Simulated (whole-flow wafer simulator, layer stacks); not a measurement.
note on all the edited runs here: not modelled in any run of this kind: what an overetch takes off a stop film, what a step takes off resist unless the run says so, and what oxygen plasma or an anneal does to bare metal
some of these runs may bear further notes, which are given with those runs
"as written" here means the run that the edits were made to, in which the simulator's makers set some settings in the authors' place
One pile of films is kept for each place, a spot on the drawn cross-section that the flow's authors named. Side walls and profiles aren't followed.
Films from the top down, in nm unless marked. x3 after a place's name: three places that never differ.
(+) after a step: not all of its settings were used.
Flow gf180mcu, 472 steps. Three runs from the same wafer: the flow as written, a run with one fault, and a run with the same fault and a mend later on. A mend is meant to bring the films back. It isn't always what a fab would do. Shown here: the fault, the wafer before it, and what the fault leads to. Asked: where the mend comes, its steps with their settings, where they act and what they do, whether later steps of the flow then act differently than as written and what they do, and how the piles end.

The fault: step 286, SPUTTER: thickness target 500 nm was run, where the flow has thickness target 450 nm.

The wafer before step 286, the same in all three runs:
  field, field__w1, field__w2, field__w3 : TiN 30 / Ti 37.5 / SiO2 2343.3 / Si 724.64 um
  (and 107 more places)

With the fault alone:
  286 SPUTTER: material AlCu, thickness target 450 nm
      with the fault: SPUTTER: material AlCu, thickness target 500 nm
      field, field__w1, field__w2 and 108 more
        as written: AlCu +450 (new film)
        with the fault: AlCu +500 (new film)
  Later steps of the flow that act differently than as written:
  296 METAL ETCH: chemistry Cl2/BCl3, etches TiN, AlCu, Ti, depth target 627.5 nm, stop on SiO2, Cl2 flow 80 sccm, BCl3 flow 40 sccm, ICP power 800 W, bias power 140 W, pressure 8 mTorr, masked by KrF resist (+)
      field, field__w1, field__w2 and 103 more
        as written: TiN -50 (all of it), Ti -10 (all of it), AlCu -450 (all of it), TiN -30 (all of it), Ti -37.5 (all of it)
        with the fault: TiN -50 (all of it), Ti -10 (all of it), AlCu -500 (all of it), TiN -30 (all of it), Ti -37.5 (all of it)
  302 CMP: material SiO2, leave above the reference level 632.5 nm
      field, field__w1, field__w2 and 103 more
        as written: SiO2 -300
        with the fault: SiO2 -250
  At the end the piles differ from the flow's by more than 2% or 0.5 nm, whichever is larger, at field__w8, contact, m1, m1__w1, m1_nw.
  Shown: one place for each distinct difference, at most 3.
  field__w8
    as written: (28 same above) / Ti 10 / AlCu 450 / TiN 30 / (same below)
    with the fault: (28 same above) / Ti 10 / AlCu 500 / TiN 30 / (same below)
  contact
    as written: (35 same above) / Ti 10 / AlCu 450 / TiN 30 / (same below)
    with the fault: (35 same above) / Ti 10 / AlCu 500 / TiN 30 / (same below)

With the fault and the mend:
  The mend comes after step 286.
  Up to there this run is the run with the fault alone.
  286a METAL ETCH: chemistry Cl2/BCl3, etches TiN, AlCu, Ti, depth target 50 nm, Cl2 flow 80 sccm, BCl3 flow 40 sccm, ICP power 800 W, bias power 140 W, pressure 8 mTorr (the flow's step 260 once more, with other settings)
      field, field__w1, field__w2 and 108 more
        AlCu -50
  No later step of the flow acts differently than as written at any place that is followed.
  At the end the piles are the same as the flow's at every place that both follow.
